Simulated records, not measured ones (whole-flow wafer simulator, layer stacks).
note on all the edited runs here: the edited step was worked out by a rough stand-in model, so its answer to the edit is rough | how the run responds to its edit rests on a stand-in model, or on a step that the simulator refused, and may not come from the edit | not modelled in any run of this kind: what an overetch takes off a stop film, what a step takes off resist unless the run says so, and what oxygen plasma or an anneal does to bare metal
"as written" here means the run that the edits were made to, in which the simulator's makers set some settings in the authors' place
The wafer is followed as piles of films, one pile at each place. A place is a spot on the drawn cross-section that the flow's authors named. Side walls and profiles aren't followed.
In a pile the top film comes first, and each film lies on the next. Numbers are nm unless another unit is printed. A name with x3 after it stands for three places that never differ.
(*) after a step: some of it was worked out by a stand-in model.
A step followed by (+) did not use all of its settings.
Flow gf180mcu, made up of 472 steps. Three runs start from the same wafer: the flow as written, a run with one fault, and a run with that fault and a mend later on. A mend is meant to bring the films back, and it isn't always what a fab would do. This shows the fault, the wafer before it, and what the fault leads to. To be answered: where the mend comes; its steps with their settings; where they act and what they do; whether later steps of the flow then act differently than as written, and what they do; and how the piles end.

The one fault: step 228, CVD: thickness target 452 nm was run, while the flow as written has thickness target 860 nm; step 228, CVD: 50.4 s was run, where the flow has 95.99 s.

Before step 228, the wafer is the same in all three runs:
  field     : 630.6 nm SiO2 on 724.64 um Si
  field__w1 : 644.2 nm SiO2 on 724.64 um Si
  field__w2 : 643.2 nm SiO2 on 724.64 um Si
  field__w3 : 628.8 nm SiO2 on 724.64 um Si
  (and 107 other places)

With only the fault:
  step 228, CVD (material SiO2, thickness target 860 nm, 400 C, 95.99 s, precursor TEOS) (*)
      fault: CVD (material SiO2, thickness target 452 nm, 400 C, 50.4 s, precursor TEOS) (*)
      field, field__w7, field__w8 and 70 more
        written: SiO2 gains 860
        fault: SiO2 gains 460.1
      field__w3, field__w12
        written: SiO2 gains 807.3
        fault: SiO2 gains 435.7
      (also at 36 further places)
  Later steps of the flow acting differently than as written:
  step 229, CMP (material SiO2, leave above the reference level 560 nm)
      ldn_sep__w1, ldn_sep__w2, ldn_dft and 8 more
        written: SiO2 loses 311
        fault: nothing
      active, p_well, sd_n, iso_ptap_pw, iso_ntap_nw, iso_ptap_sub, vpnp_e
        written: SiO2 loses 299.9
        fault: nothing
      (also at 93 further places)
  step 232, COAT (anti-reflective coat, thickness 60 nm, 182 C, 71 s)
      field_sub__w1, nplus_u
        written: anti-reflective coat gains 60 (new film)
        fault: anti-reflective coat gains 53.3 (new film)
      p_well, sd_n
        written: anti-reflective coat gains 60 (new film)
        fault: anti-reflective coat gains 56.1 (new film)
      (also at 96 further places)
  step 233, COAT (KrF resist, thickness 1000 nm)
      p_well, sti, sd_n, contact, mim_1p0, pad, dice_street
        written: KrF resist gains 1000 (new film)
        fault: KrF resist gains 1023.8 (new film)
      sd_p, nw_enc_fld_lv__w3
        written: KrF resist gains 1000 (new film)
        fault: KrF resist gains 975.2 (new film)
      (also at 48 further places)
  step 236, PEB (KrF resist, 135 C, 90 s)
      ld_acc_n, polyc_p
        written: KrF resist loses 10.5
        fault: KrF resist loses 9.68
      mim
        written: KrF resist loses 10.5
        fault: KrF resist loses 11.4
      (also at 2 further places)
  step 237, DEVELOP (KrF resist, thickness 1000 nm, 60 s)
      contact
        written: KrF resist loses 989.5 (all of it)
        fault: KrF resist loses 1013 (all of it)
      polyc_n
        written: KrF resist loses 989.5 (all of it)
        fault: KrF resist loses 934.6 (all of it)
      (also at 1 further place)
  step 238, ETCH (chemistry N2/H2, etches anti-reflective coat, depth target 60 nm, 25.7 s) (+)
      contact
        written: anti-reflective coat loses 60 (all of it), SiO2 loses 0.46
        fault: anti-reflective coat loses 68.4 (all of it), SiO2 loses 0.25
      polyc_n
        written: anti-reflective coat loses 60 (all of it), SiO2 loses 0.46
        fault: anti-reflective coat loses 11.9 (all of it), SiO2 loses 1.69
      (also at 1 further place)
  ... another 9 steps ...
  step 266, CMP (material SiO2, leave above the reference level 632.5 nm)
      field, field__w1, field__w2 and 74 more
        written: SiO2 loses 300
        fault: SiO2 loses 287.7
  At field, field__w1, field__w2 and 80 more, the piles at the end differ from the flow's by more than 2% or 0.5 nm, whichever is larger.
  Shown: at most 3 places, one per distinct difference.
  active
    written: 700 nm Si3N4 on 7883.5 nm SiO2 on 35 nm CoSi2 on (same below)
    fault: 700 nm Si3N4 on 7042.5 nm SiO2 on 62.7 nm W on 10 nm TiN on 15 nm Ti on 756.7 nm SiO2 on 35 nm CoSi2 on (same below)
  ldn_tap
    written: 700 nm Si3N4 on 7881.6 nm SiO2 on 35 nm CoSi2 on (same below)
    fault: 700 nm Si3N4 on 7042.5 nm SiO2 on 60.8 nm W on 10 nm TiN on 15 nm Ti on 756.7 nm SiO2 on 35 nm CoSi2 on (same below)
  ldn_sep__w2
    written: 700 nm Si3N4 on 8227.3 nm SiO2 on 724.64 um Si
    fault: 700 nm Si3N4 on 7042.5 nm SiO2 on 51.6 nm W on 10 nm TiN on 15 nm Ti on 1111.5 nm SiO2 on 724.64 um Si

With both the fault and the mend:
  The mend follows step 228.
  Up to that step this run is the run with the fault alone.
  step 228a, CVD (material SiO2, thickness target 408 nm, 400 C, 45.54 s, precursor TEOS) (*) (the flow's step 228, run once more with other settings)
      field, field__w7, field__w8 and 72 more
        SiO2 gains 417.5
      field__w1, contact
        SiO2 gains 409.6
      field__w3, field__w12
        SiO2 gains 393.3
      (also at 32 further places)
  Later steps of the flow acting differently than as written (1 other step is not shown; it differs only slightly, by no more than 2% or 0.5 nm, whichever is larger):
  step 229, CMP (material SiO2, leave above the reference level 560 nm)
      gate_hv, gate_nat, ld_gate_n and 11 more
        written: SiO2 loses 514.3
        mend: SiO2 loses 532
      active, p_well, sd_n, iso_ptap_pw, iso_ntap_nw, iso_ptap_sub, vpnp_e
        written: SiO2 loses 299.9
        mend: SiO2 loses 317.6
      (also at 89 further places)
  The piles end only slightly different from the flow's at the places that both follow, by no more than 2% or 0.5 nm, whichever is larger.
